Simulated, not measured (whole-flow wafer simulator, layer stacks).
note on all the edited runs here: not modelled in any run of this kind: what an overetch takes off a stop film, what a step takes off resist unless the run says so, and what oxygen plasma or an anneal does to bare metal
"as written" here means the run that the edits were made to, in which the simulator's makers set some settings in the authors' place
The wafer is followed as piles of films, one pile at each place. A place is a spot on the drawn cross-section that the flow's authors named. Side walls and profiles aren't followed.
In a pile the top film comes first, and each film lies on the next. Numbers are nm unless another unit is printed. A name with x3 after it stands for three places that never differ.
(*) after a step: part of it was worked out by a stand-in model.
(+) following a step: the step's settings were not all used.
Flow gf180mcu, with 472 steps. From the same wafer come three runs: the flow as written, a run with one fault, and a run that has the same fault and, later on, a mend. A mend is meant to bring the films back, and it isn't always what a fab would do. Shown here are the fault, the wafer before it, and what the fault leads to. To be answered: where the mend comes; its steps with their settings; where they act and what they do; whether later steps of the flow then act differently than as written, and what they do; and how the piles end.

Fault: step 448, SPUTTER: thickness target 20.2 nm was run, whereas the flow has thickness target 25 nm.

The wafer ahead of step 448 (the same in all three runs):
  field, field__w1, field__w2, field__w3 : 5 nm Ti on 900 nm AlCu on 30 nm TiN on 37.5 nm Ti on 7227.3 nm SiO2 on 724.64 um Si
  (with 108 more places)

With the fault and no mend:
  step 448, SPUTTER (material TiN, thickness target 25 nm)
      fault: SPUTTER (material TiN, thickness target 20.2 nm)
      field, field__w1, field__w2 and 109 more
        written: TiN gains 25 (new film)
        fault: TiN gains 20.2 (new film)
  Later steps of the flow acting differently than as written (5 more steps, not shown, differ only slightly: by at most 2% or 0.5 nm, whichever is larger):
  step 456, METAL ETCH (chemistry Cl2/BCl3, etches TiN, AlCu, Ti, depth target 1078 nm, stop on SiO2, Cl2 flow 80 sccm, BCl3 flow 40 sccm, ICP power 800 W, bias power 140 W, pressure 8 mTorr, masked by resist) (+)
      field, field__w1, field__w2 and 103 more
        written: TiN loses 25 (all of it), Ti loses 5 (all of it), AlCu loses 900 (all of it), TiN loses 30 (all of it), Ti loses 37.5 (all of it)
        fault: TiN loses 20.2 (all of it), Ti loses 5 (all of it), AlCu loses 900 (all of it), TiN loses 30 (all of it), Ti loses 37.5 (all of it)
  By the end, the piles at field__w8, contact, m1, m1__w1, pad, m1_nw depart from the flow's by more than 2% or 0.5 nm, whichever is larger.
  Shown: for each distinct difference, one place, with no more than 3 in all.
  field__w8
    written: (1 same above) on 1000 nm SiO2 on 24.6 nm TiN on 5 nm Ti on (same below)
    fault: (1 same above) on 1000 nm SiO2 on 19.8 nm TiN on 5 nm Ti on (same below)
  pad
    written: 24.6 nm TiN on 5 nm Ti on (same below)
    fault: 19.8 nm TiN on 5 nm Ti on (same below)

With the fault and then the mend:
  The mend stands after step 455.
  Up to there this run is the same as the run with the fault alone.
  step 455a, STRIP (chemistry O2/N2, power 2160 W, pressure 1700 mTorr) (*)
      field__w8, contact, m1, m1__w1, pad, m1_nw
        resist loses 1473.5 (all of it)
  step 455b, SPUTTER (material TiN, thickness target 4.8 nm) (the flow's step 448, run once more with other settings)
      field, field__w1, field__w2 and 109 more
        TiN gains 4.8
  step 455c, HMDS (120 C, 60 s) (the flow's step 450, run once more)
      alters no film at any place that is followed
  step 455d, COAT (resist, thickness 1500 nm) (the flow's step 451, run once more)
      field, field__w1, field__w2 and 109 more
        resist gains 1500 (new film)
  step 455e, SOFTBAKE (resist) (the flow's step 452, run once more)
      alters no film at any place that is followed
  step 455f, EXPOSE (photomask MetalTop) (the flow's step 453, run once more)
      alters no film at any place that is followed
  step 455g, PEB (resist, 70.3 s) (the flow's step 454, run once more)
      field, field__w1, field__w2 and 109 more
        resist loses 26.5
  step 455h, DEVELOP (thickness 1500 nm, 60 s) (the flow's step 455, run once more)
      field, field__w1, field__w2 and 103 more
        resist loses 1473.5 (all of it)
  Later steps of the flow that are run all act as written at every place that is followed.
  By the end, the piles equal the flow's at every place that both follow.
